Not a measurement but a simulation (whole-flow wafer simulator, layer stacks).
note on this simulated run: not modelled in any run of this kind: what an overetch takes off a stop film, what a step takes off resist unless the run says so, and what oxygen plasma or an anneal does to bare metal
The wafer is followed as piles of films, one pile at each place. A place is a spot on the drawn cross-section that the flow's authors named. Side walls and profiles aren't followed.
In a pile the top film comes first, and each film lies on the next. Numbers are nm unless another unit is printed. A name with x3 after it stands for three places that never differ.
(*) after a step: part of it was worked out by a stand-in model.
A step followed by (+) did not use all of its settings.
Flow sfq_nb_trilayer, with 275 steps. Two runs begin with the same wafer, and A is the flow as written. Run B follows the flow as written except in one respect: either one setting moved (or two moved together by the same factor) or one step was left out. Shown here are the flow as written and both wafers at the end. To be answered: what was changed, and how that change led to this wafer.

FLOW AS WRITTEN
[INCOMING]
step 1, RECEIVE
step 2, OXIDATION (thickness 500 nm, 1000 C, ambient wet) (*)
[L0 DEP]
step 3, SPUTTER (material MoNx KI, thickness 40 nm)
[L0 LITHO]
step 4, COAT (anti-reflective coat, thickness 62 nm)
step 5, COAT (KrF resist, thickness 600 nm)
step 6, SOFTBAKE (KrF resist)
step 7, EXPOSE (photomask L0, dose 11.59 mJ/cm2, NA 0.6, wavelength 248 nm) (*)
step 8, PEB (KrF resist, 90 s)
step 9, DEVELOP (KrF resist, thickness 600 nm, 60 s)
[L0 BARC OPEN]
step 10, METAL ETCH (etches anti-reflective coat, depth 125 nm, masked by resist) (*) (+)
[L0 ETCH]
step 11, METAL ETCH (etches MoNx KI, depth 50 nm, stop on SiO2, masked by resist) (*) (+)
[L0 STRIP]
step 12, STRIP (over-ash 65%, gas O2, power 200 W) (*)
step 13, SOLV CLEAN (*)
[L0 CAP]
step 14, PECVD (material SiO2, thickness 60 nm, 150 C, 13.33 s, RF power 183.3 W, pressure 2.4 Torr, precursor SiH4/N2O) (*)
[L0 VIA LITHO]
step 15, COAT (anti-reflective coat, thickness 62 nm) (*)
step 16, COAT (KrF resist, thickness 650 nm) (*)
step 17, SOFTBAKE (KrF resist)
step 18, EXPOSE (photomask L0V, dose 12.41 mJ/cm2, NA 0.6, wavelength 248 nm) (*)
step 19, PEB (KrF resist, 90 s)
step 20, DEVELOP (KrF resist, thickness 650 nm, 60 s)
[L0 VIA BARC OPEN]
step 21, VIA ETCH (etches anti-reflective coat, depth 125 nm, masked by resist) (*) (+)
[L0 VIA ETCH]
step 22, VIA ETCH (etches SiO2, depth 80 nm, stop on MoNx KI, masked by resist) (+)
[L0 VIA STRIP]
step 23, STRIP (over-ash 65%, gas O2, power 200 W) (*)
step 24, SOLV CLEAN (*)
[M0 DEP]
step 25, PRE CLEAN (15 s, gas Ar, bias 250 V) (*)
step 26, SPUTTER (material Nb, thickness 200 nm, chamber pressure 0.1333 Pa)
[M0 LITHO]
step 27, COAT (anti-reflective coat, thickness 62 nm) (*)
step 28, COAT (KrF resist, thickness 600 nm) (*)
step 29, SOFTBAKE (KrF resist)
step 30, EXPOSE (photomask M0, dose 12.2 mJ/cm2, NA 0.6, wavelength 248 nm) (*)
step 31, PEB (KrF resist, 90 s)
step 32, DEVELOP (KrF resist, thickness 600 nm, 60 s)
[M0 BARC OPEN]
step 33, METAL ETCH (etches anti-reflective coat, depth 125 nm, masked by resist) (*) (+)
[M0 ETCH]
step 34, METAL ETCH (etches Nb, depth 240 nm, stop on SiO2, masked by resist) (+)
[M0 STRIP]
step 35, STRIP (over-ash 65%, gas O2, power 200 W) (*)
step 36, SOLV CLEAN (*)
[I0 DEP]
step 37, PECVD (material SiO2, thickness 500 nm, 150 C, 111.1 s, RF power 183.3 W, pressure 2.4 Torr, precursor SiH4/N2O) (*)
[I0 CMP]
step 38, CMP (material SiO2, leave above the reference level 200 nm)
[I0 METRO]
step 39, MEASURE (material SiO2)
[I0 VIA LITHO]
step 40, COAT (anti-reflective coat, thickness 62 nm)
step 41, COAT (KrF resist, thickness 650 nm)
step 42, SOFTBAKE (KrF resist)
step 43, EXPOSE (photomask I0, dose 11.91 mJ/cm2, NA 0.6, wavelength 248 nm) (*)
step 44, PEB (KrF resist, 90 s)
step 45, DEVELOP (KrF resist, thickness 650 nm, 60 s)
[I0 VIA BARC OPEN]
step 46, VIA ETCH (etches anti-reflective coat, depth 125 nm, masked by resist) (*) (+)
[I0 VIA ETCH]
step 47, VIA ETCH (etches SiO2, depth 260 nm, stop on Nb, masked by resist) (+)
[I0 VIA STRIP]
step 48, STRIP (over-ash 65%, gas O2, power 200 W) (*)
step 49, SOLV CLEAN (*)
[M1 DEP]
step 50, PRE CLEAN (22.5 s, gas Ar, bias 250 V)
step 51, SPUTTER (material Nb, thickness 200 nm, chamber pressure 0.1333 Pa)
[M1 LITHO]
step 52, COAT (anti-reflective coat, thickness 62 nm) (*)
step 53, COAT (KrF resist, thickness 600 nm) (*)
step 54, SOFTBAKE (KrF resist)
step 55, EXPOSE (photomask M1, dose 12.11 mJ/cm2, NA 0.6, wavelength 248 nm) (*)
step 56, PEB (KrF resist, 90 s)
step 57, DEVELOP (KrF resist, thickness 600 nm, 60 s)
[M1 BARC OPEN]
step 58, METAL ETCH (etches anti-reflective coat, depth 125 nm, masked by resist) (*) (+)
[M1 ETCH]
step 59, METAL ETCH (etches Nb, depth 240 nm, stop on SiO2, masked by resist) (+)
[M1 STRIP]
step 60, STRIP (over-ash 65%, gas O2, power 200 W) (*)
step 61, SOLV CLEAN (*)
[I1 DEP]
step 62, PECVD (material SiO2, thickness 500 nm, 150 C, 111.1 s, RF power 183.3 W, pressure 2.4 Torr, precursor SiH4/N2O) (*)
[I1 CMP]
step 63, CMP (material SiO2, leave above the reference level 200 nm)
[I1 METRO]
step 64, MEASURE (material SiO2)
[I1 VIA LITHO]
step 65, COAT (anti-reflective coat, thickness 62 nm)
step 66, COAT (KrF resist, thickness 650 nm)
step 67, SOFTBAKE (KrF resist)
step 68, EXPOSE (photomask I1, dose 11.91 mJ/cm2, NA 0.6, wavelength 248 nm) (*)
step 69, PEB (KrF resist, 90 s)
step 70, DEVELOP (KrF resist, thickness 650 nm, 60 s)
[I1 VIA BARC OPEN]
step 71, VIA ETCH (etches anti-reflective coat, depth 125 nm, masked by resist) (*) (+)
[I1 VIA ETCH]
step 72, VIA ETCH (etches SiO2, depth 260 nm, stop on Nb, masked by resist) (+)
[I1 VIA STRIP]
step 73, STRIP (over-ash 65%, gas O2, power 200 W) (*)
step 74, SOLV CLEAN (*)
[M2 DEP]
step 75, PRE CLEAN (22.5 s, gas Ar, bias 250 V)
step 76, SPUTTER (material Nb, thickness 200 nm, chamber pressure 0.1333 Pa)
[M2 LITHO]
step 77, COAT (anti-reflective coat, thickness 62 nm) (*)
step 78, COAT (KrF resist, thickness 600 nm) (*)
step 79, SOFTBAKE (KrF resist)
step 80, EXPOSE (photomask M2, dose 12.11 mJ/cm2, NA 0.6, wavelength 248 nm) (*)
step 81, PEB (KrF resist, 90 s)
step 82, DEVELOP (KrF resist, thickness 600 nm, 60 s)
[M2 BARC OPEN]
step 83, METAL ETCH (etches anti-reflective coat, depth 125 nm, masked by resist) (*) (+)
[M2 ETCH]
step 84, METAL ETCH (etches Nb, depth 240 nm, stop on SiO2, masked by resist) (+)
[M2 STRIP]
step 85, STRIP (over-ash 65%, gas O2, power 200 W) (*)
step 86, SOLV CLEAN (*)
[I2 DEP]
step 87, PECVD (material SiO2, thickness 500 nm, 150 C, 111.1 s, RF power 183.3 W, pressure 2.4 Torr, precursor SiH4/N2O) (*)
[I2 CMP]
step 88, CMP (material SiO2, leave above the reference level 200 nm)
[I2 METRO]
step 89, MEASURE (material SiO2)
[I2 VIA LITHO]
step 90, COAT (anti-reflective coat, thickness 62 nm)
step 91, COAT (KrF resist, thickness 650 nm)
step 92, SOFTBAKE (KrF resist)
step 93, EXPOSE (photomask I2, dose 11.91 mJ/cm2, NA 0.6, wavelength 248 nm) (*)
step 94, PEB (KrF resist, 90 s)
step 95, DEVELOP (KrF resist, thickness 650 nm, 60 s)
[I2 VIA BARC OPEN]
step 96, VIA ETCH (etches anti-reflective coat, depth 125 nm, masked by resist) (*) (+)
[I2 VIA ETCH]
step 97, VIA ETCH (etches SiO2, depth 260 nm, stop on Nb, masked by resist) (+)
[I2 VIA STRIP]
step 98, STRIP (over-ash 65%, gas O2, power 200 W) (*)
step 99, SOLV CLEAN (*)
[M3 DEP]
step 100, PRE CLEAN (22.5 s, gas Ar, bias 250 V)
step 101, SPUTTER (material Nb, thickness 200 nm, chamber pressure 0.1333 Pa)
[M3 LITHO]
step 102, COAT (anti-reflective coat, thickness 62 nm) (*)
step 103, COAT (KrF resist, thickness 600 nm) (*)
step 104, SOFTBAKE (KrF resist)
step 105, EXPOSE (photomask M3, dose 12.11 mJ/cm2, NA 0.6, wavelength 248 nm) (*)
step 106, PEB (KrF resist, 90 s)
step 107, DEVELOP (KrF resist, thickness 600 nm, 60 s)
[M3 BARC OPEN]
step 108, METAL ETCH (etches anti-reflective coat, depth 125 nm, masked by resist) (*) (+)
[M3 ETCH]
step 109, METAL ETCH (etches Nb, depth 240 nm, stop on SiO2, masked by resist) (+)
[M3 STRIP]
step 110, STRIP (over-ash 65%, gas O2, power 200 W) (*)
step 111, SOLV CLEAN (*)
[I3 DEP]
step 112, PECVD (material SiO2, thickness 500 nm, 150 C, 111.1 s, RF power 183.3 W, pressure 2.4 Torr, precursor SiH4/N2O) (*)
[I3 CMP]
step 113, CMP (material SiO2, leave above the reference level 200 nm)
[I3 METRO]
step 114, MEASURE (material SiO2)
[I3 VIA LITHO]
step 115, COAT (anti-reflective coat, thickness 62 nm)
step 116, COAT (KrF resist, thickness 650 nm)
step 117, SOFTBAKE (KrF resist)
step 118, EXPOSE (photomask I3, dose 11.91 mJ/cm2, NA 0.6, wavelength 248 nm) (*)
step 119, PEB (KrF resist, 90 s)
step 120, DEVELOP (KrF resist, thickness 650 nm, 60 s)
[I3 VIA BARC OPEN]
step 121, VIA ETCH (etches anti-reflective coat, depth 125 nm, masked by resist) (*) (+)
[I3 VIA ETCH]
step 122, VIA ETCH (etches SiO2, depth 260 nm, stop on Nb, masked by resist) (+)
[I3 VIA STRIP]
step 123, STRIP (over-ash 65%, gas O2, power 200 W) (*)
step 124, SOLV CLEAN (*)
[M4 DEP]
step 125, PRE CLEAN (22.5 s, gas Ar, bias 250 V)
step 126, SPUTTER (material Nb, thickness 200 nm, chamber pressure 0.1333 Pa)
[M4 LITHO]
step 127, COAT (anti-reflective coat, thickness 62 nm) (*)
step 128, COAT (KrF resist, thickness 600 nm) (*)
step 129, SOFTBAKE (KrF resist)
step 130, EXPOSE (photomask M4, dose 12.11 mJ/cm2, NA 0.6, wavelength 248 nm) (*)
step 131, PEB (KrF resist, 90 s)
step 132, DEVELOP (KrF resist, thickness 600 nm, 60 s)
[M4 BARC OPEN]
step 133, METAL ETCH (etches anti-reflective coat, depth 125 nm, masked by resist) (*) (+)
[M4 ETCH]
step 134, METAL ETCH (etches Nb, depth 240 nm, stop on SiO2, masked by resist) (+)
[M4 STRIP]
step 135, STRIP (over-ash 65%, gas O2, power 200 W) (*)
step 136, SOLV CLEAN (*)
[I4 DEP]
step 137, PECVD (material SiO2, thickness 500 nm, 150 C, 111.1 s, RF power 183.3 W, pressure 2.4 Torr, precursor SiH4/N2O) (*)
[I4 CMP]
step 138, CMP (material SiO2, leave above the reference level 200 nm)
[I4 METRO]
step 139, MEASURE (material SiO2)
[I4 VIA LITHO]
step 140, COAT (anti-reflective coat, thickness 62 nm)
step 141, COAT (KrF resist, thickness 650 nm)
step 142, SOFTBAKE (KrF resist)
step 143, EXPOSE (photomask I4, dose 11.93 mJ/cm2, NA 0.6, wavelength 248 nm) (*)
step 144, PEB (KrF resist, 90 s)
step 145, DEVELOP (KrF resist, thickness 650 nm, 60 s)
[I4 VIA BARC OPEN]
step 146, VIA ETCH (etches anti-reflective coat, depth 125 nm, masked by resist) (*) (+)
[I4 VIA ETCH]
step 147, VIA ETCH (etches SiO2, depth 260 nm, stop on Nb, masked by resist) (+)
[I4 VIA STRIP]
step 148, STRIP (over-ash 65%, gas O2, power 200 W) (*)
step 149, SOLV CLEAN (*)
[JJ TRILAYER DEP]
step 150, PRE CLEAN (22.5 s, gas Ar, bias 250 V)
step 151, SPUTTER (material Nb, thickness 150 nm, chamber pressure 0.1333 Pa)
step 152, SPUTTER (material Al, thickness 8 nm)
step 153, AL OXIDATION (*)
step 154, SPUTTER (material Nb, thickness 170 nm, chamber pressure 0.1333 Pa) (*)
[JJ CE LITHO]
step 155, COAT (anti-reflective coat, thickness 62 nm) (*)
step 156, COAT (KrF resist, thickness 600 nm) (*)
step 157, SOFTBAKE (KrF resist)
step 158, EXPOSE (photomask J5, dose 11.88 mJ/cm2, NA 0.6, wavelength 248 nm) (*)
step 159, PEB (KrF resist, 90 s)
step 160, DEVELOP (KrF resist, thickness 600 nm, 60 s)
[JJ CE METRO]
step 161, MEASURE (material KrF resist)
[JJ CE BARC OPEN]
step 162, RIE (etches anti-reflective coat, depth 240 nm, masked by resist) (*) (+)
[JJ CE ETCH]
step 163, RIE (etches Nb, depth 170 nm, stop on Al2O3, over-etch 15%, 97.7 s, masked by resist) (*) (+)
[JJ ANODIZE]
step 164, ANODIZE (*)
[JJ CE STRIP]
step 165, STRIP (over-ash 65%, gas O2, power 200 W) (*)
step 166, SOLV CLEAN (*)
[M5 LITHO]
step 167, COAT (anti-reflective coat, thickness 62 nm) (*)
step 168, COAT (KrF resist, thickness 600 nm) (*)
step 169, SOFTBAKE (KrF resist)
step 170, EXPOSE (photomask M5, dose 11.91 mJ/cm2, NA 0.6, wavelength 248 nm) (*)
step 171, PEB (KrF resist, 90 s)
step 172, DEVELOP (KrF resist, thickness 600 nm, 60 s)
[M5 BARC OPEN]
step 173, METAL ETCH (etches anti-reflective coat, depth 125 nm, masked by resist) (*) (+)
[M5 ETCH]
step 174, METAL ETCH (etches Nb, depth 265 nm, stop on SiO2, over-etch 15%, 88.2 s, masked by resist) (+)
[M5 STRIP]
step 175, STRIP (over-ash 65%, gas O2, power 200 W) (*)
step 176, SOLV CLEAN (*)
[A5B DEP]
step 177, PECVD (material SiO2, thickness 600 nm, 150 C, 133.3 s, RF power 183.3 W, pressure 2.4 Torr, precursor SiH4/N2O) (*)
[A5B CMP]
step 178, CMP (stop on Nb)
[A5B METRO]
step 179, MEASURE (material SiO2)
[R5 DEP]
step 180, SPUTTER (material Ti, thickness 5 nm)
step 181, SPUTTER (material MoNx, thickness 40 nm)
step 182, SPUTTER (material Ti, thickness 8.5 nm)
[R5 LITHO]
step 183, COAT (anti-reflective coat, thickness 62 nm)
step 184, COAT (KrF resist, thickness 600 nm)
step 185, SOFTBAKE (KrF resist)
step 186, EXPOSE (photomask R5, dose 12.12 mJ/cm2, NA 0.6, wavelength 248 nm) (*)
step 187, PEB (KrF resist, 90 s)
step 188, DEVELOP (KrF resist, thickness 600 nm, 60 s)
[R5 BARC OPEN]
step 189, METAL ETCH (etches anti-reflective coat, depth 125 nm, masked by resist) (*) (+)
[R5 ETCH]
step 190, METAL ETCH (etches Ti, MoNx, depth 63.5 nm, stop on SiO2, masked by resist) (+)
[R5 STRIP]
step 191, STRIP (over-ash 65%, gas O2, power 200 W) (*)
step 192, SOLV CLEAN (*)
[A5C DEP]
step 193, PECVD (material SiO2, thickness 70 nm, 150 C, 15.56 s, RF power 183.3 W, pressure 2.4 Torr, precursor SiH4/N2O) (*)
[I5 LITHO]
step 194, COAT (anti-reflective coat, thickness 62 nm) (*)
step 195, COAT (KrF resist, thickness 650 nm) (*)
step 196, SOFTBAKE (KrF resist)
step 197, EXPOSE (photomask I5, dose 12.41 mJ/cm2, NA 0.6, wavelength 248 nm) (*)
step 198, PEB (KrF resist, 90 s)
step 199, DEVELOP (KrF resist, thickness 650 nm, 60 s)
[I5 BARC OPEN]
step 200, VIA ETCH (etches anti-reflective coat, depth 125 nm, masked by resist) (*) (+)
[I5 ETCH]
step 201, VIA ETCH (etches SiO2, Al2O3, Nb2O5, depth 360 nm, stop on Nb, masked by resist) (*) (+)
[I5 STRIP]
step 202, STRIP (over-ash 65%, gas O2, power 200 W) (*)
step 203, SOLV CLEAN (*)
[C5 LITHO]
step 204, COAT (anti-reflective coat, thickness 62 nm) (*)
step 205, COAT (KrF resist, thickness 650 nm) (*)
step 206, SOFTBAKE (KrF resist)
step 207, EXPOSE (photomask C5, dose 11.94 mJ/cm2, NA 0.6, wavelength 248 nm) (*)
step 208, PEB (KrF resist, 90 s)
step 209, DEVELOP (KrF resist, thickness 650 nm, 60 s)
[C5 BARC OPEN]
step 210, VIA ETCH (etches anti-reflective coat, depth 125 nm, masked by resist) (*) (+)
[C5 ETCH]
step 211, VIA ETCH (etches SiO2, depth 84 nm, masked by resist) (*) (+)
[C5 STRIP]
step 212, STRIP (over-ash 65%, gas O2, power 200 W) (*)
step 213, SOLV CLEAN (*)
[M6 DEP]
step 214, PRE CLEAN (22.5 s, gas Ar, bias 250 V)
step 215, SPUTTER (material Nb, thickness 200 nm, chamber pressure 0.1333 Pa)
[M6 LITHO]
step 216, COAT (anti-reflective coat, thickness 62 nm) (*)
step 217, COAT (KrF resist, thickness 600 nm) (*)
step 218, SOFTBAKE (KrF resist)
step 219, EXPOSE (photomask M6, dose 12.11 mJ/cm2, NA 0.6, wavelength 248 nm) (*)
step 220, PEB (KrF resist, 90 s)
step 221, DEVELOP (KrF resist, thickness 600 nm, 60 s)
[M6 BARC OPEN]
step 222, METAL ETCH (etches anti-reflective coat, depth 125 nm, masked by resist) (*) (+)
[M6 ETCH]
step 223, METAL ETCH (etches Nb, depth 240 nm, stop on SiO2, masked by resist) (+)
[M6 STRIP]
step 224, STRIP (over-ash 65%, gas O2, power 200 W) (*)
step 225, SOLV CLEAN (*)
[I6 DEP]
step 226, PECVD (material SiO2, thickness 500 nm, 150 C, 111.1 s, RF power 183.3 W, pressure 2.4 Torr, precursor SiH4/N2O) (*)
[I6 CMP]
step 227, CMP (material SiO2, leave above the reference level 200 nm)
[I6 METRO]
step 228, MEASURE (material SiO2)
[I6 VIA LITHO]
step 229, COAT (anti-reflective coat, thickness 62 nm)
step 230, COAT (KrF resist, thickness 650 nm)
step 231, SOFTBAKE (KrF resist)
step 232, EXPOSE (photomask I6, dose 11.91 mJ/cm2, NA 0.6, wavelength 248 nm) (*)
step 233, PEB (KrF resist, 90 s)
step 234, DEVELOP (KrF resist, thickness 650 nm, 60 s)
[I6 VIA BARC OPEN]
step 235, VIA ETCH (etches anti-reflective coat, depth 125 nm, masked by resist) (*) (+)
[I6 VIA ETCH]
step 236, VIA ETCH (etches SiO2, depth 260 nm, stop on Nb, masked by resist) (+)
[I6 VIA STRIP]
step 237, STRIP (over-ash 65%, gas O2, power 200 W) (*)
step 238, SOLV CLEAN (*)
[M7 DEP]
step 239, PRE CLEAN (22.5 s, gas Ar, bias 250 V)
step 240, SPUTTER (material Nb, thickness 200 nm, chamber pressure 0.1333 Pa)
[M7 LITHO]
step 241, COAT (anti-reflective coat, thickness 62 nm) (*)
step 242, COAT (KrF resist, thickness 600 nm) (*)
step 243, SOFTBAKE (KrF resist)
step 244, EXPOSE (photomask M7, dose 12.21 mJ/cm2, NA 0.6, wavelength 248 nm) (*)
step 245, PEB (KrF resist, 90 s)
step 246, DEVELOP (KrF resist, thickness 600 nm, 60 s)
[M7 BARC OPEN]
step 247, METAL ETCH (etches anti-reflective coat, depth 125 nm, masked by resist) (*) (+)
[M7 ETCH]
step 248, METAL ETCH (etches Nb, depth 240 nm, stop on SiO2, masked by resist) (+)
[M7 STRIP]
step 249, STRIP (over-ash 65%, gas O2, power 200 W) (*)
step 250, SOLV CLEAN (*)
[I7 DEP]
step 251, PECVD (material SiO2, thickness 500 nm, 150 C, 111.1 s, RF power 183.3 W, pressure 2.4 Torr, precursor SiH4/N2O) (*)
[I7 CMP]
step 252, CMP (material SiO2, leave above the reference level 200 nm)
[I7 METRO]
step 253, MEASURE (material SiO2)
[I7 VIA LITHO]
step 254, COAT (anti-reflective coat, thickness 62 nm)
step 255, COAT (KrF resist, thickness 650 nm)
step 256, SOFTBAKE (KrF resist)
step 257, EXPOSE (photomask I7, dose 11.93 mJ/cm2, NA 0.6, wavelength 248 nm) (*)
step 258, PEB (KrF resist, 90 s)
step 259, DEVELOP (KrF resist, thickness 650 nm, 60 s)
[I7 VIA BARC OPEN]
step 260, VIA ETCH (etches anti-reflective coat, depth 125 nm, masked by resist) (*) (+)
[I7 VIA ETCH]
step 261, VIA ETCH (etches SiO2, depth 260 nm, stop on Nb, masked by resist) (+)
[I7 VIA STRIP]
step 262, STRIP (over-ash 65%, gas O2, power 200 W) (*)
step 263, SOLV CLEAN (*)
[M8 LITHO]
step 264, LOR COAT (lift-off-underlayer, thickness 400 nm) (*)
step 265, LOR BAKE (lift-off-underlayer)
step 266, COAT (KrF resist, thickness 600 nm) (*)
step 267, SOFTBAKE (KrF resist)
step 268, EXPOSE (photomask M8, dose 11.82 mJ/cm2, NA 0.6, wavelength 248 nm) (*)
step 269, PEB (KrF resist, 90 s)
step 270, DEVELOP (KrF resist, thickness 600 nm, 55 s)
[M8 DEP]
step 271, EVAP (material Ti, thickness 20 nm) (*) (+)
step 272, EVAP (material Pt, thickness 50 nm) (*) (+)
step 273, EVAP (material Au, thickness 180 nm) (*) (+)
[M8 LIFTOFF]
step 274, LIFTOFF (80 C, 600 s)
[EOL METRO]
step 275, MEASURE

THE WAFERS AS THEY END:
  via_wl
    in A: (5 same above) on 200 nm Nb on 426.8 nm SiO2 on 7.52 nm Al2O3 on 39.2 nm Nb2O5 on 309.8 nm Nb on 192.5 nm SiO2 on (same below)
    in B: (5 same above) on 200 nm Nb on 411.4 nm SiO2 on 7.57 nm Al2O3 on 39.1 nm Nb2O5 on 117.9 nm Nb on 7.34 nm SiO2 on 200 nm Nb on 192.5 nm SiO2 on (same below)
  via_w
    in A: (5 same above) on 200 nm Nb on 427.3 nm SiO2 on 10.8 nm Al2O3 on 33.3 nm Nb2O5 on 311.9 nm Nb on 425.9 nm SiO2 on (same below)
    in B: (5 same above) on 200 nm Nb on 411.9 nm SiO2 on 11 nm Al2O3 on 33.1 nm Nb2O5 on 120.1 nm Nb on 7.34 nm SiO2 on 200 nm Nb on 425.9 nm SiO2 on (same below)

Cause: step 147, VIA ETCH: depth 185 nm was run, whereas the flow has depth 260 nm.

The path from the change to this, step by step:
  step 147, VIA ETCH (etches SiO2, depth 260 nm, stop on Nb, masked by resist) (+)
      via_wl, via_w, via_wr: A -199.8 SiO2 (all of it) | B -185 SiO2
      field_l, v_sur, via_sp and 100 more: A -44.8 KrF resist | B -31.9 KrF resist
  step 148, STRIP (over-ash 65%, gas O2, power 200 W) (*)
      field_l, v_sur, via_sp and 100 more: A -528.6 KrF resist (all of it), -62 anti-reflective coat (all of it) | B -541.5 KrF resist (all of it), -62 anti-reflective coat (all of it)
  step 150, PRE CLEAN (22.5 s, gas Ar, bias 250 V)
      via_wl, via_w, via_wr: A -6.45 Nb | B -7.5 SiO2
  step 151, SPUTTER (material Nb, thickness 150 nm, chamber pressure 0.1333 Pa)
      via_wl, via_w, via_wr: A +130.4 Nb | B +132 Nb (new film)
  step 155, COAT (anti-reflective coat, thickness 62 nm) (*)
      via_wl, via_wr: A +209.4 anti-reflective coat (new film) | B +195.9 anti-reflective coat (new film)
  step 162, RIE (etches anti-reflective coat, depth 240 nm, masked by resist) (*) (+)
      ce_l, c5j, ce_r, wl_jj: A -209.4 KrF resist | B -195.9 KrF resist
      via_wl, via_wr: A -209.4 anti-reflective coat (all of it) | B -195.9 anti-reflective coat (all of it)
  step 165, STRIP (over-ash 65%, gas O2, power 200 W) (*)
      c5j, ce_r: A -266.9 KrF resist (all of it), -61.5 anti-reflective coat (all of it) | B -280.4 KrF resist (all of it), -61.5 anti-reflective coat (all of it)
      ce_l: A -266.8 KrF resist (all of it), -61.4 anti-reflective coat (all of it) | B -280.3 KrF resist (all of it), -61.5 anti-reflective coat (all of it)
      (as well as at 1 more place)
  step 167, COAT (anti-reflective coat, thickness 62 nm) (*)
      via_wl: A +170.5 anti-reflective coat (new film) | B +159.9 anti-reflective coat (new film)
      via_wr: A +170.6 anti-reflective coat (new film) | B +159.9 anti-reflective coat (new film)
      (as well as at 2 more places)
  step 175, STRIP (over-ash 65%, gas O2, power 200 W) (*)
      via_wl: A -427 KrF resist (all of it), -170.5 anti-reflective coat (all of it) | B -425.9 KrF resist (all of it), -159.9 anti-reflective coat (all of it)
      via_w: A -503.5 KrF resist (all of it), -84.1 anti-reflective coat (all of it) | B -493.3 KrF resist (all of it), -83.3 anti-reflective coat (all of it)
      (as well as at 3 more places)
  step 178, CMP (stop on Nb)
      via_wl, via_wr: A -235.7 SiO2 | B -251.1 SiO2
      via_w: A -235.2 SiO2 | B -250.6 SiO2
If metal films that touch count as one body, via_wl has 8 bodies (between them, from the top down: SiO2 192.5; SiO2 411.4 / Al2O3 7.57 / Nb2O5 39.1; SiO2 7.34; SiO2 192.5; SiO2 192.5; SiO2 192.5; SiO2 192.5); the flow as written gives 7 bodies (between them, from the top down: SiO2 192.5; SiO2 426.8 / Al2O3 7.52 / Nb2O5 39.2; SiO2 192.5; SiO2 192.5; SiO2 192.5; SiO2 192.5).
If metal films that touch count as one body, via_w has 6 bodies (between them, from the top down: SiO2 192.5; SiO2 411.9 / Al2O3 11 / Nb2O5 33.1; SiO2 7.34; SiO2 425.9; SiO2 416.9); the flow as written gives 5 bodies (between them, from the top down: SiO2 192.5; SiO2 427.3 / Al2O3 10.8 / Nb2O5 33.3; SiO2 425.9; SiO2 416.9).
